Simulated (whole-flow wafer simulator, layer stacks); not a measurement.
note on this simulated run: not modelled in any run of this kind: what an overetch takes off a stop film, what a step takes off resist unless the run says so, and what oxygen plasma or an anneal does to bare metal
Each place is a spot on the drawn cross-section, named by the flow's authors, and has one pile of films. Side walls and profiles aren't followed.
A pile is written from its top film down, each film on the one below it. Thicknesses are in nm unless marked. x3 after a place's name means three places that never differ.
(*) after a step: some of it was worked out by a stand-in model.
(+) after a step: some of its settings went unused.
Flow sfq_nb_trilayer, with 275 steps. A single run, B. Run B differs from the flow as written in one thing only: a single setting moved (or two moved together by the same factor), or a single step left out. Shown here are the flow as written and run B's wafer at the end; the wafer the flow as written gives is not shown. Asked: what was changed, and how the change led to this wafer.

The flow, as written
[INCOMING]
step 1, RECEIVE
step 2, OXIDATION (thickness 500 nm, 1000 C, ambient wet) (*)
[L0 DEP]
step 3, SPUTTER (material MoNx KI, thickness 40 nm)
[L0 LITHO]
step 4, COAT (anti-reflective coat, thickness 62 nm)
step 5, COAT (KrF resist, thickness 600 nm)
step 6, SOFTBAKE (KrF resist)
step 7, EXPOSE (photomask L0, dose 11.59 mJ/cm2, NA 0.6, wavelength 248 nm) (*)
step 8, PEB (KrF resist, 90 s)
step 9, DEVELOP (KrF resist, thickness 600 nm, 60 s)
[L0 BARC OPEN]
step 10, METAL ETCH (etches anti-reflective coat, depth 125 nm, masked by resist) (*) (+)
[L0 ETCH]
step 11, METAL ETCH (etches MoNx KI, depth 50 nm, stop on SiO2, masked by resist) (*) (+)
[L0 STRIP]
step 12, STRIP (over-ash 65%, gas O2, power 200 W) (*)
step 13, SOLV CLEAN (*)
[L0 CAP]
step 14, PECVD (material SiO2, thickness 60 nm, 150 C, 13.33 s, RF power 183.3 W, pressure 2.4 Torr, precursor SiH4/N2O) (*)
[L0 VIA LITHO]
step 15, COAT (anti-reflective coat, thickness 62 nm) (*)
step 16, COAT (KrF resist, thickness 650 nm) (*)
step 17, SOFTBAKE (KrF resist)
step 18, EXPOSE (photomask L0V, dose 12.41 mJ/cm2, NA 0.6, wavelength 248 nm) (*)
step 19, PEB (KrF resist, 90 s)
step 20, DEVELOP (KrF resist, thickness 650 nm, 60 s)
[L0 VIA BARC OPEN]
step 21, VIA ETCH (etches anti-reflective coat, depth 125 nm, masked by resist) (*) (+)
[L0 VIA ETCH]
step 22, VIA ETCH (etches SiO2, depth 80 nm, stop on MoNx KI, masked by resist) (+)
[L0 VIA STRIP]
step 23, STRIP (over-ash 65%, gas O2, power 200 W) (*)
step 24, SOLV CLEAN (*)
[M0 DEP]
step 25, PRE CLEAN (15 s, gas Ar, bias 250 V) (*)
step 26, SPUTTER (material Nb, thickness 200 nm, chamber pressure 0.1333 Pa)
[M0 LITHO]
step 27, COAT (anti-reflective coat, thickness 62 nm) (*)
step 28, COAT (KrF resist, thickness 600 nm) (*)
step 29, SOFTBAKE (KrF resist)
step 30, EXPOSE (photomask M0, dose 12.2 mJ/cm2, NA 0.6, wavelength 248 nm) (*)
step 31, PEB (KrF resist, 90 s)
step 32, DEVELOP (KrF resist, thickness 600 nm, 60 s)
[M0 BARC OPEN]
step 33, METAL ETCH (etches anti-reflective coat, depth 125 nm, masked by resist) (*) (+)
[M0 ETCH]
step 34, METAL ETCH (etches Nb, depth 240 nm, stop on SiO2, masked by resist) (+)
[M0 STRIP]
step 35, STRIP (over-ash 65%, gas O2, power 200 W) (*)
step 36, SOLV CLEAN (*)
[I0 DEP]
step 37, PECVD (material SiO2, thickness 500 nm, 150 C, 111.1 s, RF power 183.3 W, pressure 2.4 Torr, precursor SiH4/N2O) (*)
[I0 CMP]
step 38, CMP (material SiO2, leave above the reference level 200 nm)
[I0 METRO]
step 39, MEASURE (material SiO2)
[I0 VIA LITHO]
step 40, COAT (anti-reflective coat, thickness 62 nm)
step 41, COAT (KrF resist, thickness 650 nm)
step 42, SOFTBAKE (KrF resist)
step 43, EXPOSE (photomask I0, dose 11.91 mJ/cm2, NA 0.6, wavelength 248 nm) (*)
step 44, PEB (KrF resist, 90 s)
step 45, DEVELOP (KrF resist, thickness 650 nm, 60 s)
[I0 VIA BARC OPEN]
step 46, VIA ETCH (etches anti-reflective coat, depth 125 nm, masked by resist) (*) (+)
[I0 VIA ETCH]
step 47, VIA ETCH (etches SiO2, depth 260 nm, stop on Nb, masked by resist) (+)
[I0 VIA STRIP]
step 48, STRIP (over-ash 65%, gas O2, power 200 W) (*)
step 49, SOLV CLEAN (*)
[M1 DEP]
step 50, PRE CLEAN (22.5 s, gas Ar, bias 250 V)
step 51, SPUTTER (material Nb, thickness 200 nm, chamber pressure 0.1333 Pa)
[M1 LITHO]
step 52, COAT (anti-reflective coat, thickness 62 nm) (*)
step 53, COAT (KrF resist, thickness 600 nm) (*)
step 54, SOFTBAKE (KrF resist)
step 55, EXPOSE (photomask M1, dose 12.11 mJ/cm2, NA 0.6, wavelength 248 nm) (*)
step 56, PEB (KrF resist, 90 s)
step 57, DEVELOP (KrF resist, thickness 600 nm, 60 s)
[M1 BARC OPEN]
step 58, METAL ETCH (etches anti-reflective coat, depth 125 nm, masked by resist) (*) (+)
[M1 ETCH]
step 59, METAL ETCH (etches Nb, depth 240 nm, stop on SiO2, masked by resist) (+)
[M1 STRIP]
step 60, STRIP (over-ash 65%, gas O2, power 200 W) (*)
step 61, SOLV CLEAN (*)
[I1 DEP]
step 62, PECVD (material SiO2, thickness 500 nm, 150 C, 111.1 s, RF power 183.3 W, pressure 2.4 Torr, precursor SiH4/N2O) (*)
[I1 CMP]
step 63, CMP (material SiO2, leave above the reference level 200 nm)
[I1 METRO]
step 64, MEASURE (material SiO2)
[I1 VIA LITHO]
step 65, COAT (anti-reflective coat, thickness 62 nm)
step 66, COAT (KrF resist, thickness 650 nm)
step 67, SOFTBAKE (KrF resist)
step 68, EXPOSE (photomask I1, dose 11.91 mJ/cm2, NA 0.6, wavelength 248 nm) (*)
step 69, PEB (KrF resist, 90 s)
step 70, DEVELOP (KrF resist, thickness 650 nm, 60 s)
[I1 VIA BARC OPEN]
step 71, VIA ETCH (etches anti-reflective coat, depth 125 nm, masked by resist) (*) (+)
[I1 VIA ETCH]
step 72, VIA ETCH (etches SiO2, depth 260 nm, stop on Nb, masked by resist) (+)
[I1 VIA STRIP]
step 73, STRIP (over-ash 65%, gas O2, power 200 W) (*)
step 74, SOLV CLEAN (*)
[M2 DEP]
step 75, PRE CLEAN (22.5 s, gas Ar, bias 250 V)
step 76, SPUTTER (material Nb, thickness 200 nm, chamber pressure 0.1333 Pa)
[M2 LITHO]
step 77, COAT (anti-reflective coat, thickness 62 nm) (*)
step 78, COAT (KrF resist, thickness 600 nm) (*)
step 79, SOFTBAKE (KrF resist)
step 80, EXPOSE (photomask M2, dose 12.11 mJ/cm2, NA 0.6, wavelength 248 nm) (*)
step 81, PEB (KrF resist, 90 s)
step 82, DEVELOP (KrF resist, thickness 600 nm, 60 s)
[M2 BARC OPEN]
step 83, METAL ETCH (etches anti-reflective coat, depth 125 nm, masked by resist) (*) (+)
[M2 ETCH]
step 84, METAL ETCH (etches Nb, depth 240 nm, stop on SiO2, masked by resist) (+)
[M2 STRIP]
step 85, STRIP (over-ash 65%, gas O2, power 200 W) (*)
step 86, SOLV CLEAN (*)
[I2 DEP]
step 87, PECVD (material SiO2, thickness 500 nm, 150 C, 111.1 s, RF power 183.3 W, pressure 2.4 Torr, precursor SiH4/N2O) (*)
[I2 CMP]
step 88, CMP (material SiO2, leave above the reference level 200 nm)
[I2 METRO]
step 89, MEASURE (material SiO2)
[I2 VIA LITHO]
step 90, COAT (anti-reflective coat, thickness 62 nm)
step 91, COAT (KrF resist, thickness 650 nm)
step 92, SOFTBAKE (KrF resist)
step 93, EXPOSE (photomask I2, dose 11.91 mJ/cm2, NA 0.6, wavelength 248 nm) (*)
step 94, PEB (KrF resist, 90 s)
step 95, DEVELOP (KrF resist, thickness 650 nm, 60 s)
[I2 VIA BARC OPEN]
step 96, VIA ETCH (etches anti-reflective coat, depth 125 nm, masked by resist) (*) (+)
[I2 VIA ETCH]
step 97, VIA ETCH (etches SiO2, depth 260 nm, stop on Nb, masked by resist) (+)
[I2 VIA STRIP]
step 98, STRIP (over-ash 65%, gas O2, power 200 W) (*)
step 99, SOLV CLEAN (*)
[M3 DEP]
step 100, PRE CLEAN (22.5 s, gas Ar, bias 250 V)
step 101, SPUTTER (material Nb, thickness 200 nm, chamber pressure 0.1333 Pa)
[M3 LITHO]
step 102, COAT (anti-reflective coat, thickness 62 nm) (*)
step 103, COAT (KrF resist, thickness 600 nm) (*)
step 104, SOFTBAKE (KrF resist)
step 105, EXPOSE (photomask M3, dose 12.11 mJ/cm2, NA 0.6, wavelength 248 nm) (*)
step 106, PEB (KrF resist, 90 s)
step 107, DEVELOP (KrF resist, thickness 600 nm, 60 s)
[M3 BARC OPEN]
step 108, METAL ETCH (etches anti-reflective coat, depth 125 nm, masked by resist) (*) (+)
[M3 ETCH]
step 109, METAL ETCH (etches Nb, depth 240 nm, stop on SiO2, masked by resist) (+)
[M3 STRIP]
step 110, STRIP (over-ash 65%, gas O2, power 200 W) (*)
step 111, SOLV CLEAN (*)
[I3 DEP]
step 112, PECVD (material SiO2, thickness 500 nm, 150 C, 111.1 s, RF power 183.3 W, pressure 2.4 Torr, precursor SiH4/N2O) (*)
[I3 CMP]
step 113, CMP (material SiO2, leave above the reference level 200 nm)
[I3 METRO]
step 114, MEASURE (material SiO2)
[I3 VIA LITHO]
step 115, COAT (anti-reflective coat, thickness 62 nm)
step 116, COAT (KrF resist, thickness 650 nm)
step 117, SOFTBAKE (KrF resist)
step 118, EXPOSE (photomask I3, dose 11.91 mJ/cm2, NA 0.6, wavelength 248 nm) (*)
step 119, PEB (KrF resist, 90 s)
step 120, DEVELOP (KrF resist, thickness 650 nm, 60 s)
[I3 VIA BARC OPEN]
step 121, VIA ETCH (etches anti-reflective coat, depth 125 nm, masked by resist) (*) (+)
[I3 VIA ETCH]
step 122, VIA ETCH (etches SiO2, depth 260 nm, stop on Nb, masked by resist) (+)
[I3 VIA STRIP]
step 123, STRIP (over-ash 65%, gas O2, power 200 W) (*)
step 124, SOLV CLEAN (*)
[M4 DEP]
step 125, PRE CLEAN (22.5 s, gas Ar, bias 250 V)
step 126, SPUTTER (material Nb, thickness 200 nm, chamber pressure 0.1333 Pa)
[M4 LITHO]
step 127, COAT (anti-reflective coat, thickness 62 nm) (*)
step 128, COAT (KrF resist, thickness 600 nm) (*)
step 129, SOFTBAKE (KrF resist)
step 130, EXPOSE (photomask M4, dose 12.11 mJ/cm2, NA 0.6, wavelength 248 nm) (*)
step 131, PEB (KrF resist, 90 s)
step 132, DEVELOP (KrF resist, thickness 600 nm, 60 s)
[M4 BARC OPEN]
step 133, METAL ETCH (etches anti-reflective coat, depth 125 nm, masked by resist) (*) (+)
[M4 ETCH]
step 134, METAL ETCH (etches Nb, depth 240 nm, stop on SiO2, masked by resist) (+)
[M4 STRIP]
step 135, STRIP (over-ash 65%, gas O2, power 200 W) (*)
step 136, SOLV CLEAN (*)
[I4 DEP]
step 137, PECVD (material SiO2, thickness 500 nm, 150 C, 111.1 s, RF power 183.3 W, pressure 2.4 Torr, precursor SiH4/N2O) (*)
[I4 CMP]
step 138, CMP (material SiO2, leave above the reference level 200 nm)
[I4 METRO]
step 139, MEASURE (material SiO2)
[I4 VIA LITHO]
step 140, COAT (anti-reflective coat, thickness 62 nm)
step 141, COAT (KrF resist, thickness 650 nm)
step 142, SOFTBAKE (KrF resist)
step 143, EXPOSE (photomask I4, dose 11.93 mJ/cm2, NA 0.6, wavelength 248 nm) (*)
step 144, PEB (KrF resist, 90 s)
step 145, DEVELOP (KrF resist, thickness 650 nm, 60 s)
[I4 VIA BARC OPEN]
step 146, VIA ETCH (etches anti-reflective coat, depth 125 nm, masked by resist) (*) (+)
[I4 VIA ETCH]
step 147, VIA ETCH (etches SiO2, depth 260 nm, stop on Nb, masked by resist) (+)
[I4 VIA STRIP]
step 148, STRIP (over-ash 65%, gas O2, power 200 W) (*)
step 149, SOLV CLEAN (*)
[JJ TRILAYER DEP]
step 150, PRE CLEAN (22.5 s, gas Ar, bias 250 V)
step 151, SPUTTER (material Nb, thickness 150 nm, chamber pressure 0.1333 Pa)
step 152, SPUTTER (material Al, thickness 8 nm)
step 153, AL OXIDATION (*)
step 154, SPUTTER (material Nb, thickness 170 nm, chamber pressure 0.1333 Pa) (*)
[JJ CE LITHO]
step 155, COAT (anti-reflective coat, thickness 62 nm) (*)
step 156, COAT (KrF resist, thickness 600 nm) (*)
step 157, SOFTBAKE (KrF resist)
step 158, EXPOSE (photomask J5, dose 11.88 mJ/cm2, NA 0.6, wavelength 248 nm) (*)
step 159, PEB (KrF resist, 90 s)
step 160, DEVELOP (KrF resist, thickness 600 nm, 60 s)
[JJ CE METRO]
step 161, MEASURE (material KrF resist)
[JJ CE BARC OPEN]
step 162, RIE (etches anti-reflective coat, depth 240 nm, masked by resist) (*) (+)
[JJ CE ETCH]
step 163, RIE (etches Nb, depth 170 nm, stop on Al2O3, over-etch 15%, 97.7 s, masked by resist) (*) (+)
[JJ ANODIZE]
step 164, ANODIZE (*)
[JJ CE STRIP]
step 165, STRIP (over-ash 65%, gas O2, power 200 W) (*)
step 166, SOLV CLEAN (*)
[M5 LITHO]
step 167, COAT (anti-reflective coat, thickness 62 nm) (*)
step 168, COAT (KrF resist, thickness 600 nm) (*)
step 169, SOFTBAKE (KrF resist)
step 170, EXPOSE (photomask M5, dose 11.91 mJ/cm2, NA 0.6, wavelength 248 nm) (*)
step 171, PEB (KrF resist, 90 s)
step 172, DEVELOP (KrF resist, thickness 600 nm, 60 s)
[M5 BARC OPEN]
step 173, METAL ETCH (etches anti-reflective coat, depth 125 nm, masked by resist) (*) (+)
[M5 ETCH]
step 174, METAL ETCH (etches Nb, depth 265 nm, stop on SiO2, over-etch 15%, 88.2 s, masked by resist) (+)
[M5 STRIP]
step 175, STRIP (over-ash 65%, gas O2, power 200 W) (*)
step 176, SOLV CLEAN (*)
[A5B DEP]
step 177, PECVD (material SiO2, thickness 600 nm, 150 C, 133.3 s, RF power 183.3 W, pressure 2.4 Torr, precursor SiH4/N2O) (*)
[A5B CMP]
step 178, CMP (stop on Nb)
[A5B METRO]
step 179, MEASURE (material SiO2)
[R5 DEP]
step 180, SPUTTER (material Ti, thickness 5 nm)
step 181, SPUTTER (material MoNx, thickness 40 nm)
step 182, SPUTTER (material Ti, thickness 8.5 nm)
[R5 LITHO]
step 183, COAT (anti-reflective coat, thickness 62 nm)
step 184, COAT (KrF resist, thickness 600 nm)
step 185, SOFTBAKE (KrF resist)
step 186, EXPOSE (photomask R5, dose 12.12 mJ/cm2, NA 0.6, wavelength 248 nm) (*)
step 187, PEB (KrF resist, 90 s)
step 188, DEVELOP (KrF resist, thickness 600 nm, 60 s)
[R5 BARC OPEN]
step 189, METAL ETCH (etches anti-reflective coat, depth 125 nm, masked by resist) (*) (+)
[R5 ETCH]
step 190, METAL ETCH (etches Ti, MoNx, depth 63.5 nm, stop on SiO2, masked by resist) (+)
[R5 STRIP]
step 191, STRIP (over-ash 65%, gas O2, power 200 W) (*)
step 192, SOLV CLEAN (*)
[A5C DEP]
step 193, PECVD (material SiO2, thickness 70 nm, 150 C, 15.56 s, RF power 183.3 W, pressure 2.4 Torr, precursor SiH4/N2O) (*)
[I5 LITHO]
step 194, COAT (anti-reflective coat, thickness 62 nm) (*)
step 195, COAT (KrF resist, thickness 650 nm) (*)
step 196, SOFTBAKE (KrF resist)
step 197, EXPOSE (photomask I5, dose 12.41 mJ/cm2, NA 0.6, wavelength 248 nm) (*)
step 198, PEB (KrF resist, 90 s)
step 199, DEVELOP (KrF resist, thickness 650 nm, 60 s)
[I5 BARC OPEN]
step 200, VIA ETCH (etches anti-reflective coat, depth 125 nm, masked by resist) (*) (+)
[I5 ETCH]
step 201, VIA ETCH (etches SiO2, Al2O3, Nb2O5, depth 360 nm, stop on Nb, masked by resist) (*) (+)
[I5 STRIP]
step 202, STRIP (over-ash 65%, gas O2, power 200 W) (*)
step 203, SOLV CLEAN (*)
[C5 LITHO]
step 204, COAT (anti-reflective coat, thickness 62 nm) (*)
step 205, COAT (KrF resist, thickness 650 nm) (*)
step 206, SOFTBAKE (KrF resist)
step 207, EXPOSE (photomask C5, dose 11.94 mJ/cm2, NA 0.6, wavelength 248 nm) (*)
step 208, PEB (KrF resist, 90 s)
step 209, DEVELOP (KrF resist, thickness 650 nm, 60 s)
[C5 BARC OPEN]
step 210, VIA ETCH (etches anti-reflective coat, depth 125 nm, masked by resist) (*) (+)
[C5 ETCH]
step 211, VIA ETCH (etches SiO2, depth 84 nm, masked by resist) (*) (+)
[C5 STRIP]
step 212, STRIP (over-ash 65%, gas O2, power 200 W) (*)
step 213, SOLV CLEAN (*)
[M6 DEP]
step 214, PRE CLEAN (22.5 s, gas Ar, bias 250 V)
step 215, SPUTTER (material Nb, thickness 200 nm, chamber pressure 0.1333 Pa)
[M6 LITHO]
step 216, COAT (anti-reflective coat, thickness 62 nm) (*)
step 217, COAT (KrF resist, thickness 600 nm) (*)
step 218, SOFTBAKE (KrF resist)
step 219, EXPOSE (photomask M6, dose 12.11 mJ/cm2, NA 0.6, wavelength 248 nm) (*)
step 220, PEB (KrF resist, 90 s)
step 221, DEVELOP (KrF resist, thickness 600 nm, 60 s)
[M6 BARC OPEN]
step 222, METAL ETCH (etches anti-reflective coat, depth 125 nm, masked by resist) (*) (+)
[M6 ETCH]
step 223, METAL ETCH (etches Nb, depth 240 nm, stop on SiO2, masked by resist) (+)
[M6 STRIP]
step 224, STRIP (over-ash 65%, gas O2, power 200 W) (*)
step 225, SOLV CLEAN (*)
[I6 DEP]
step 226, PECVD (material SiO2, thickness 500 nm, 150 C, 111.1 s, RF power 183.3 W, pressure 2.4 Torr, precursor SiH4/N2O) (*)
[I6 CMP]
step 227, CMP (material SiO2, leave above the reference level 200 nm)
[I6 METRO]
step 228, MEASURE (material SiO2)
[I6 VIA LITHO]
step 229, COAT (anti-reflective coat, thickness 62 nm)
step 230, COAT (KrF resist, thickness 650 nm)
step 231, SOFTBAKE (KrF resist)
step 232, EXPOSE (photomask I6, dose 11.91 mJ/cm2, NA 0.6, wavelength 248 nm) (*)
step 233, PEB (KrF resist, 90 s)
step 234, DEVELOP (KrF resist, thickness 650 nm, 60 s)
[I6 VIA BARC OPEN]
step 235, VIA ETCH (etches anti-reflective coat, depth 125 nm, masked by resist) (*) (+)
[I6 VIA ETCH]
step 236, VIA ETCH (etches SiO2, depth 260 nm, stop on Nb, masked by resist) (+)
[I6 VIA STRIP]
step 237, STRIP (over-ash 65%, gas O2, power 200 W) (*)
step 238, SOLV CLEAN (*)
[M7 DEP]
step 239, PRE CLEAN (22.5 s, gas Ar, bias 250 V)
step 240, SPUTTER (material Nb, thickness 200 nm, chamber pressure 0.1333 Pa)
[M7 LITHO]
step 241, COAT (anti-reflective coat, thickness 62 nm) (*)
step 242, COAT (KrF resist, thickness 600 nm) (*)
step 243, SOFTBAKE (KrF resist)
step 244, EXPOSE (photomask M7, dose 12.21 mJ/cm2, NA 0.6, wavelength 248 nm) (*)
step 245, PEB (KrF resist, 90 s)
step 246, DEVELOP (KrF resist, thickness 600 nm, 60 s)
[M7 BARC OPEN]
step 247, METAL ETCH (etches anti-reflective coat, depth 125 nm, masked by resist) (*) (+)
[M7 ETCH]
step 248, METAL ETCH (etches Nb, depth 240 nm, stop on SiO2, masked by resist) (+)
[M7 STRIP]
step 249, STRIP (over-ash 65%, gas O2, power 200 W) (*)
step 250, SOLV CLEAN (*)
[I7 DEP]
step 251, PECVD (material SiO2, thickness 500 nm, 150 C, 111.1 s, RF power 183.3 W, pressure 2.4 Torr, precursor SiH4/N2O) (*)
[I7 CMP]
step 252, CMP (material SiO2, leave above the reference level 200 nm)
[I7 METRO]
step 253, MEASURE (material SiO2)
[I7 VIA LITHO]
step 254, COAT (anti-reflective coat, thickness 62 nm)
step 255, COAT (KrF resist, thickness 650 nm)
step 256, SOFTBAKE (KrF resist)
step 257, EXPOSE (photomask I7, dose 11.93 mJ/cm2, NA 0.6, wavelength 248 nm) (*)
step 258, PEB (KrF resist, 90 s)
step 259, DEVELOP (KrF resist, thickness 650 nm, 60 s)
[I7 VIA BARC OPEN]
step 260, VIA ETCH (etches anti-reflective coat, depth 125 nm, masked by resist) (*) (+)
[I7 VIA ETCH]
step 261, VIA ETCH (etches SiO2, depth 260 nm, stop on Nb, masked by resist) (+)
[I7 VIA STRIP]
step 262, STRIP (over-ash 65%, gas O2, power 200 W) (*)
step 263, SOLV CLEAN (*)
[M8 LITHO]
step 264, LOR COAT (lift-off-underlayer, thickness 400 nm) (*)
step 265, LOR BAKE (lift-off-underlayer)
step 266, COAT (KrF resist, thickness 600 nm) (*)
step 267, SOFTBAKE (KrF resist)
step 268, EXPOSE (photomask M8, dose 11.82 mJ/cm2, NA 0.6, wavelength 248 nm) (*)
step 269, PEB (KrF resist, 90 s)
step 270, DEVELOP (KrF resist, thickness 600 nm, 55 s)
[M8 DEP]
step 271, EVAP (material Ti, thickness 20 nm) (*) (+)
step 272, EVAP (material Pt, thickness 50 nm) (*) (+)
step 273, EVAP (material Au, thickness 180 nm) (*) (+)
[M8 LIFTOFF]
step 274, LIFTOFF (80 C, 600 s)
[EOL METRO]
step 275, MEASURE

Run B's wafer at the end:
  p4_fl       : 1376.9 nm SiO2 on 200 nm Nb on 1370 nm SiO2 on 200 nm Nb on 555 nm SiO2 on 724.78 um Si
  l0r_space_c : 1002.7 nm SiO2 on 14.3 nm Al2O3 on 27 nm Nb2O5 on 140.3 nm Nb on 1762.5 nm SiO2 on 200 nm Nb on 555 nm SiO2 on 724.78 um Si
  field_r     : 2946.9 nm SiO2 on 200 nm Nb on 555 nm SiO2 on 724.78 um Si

What caused this: step 152, SPUTTER: thickness 9 nm was run, though the flow has thickness 8 nm.

How this came from the change, step by step:
  step 152, SPUTTER (material Al, thickness 8 nm)
      field_l, v_sur, via_sp and 100 more: +9 Al (new film) (in the flow as written it would be: +8 Al (new film))
      via_wl, via_wr: +5.78 Al (new film) (in the flow as written it would be: +5.14 Al (new film))
      (and at 1 other place as well)
  step 164, ANODIZE (*)
      field_l, v_sur, via_sp and 96 more: +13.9 Al2O3, +27 Nb2O5 (new film), -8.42 Al (all of it), -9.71 Nb (in the flow as written it would be: +12.2 Al2O3, +29.9 Nb2O5 (new film), -7.42 Al (all of it), -10.8 Nb)
      via_wl, via_wr: +8.58 Al2O3 (new film), +37.3 Nb2O5 (new film), -5.2 Al (all of it), -13.4 Nb (in the flow as written it would be: +7.52 Al2O3 (new film), +39.2 Nb2O5 (new film), -4.56 Al (all of it), -14.1 Nb)
      (and at 1 other place as well)
  step 167, COAT (anti-reflective coat, thickness 62 nm) (*)
      ce_l: +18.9 anti-reflective coat (new film) (in the flow as written it would be: +19.6 anti-reflective coat (new film))
      ce_r: +18.9 anti-reflective coat (new film) (in the flow as written it would be: +19.7 anti-reflective coat (new film))
  step 174, METAL ETCH (etches Nb, depth 265 nm, stop on SiO2, over-etch 15%, 88.2 s, masked by resist) (+)
      field_l, r_sur, res and 50 more: -14.3 Al2O3 (all of it), -27 Nb2O5 (all of it), -140.3 Nb (all of it), -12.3 SiO2 (in the flow as written it would be: -12.6 Al2O3 (all of it), -29.9 Nb2O5 (all of it), -139.2 Nb (all of it), -12.3 SiO2)
  step 175, STRIP (over-ash 65%, gas O2, power 200 W) (*)
      ce_l: -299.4 KrF resist (all of it), -18.9 anti-reflective coat (all of it) (in the flow as written it would be: -299.6 KrF resist (all of it), -19.6 anti-reflective coat (all of it))
      ce_r: -299.6 KrF resist (all of it), -18.9 anti-reflective coat (all of it) (in the flow as written it would be: -299.9 KrF resist (all of it), -19.7 anti-reflective coat (all of it))
  step 201, VIA ETCH (etches SiO2, Al2O3, Nb2O5, depth 360 nm, stop on Nb, masked by resist) (*) (+)
      be: -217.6 SiO2 (all of it), -14.3 Al2O3 (all of it), -27 Nb2O5 (all of it) (in the flow as written it would be: -216.4 SiO2 (all of it), -12.7 Al2O3 (all of it), -29.9 Nb2O5 (all of it))
